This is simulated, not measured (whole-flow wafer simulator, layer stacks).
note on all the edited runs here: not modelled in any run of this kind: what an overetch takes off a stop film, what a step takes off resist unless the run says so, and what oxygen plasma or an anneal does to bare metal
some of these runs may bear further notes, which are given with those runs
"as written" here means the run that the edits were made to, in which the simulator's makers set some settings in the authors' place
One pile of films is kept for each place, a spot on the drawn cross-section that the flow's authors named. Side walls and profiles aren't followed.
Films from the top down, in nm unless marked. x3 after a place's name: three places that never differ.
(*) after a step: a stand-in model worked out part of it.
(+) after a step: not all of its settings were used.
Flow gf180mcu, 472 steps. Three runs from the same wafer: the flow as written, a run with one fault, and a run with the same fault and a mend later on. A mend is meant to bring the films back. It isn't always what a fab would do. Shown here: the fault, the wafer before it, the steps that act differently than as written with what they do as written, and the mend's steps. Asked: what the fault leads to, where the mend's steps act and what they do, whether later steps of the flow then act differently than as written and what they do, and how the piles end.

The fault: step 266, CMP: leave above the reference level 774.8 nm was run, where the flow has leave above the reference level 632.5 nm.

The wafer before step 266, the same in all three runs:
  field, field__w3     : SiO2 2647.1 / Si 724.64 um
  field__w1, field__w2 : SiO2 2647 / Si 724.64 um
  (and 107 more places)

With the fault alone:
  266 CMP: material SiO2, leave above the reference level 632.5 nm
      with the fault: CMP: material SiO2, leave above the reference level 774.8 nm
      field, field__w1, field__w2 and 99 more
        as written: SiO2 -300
        with the fault: SiO2 -157.7
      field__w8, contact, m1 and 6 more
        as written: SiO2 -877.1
        with the fault: SiO2 -734.8
  Later steps of the flow that act differently than as written:
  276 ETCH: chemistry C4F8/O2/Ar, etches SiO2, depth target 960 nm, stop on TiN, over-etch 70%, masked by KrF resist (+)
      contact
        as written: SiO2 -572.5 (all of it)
        with the fault: SiO2 -714.8 (all of it)
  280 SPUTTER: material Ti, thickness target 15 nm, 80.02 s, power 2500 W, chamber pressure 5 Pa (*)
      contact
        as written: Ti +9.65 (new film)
        with the fault: Ti +8.89 (new film)
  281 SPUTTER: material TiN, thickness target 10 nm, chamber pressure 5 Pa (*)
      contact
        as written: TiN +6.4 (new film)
        with the fault: TiN +5.89 (new film)
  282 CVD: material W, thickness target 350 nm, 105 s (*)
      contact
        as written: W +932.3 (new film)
        with the fault: W +1075.9 (new film)
  At the end the piles differ from the flow's by more than 2% or 0.5 nm, whichever is larger, at field__w4, field__w8, contact and 9 more.
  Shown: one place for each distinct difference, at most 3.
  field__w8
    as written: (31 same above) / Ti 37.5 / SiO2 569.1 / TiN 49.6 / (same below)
    with the fault: (31 same above) / Ti 37.5 / SiO2 711.4 / TiN 49.6 / (same below)
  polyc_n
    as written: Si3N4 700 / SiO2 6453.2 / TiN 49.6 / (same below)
    with the fault: Si3N4 700 / SiO2 6595.5 / TiN 49.6 / (same below)
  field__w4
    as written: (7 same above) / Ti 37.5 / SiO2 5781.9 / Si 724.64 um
    with the fault: (7 same above) / Ti 37.5 / SiO2 5924.2 / Si 724.64 um

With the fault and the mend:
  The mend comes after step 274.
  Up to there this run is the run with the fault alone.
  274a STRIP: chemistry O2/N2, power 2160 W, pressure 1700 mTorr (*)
      field, field__w1, field__w2 and 107 more
        KrF resist -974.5 (all of it), anti-reflective coat -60 (all of it)
      contact
        anti-reflective coat -60 (all of it)
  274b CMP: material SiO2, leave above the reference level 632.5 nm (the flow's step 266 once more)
      field, field__w1, field__w2 and 108 more
        SiO2 -142.3
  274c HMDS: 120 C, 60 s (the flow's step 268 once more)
      changes no film at any place that is followed
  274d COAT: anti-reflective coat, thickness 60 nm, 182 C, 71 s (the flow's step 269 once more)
      field, field__w1, field__w2 and 108 more
        anti-reflective coat +60 (new film)
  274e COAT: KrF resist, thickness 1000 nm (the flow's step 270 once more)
      field, field__w1, field__w2 and 108 more
        KrF resist +1000 (new film)
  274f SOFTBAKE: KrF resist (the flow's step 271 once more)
      changes no film at any place that is followed
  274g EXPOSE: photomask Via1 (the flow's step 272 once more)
      changes no film at any place that is followed
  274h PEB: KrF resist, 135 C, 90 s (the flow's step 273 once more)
      field, field__w1, field__w2 and 108 more
        KrF resist -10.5
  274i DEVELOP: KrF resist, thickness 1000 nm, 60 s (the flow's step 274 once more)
      field, field__w1, field__w2 and 107 more
        KrF resist -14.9
      contact
        KrF resist -989.5 (all of it)
  No later step of the flow acts differently than as written at any place that is followed.
  At the end the piles are the same as the flow's at every place that both follow.
